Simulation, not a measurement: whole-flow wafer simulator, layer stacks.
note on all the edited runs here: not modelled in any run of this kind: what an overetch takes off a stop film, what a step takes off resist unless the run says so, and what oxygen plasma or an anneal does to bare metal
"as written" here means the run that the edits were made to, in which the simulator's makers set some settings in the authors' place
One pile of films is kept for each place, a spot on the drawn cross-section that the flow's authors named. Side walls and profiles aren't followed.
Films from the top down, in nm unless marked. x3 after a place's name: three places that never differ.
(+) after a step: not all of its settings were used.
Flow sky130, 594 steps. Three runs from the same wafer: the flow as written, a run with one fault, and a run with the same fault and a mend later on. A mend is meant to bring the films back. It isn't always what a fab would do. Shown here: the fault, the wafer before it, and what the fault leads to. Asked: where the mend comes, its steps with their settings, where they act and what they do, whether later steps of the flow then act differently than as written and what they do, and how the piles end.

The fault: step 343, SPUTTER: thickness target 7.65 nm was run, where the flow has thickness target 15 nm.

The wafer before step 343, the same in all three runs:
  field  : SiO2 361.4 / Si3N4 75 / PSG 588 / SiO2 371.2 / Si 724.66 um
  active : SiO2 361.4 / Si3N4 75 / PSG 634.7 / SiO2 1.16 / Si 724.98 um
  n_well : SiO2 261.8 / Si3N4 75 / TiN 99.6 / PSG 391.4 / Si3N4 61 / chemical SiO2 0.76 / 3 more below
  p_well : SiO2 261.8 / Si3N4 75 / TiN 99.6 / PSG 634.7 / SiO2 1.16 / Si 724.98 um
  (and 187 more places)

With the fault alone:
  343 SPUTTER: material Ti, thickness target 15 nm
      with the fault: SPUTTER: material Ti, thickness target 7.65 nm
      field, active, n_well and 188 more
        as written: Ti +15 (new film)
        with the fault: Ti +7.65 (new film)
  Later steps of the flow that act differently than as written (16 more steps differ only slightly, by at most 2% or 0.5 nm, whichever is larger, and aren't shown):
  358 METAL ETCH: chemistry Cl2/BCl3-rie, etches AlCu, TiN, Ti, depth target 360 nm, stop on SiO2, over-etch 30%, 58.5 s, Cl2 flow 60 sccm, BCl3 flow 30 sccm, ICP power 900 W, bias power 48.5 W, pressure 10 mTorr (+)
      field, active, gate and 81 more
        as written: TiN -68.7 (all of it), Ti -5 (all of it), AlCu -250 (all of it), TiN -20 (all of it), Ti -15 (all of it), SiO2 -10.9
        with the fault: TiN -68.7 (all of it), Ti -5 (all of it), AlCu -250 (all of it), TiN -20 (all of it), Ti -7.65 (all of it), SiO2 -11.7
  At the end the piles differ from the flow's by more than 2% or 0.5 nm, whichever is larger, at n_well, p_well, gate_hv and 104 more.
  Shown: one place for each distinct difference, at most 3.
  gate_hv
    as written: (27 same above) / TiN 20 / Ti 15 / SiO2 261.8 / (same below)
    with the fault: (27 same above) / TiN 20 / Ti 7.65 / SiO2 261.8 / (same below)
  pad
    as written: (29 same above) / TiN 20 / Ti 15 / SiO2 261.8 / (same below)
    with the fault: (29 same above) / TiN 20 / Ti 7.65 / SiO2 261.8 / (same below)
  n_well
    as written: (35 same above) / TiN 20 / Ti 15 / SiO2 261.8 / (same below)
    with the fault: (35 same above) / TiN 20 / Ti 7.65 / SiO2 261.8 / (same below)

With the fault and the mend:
  The mend comes after step 343.
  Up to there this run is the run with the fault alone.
  343a SPUTTER: material Ti, thickness target 7.35 nm (the flow's step 343 once more, with other settings)
      field, active, n_well and 188 more
        Ti +7.35
  No later step of the flow acts differently than as written at any place that is followed.
  At the end the piles are the same as the flow's at every place that both follow.
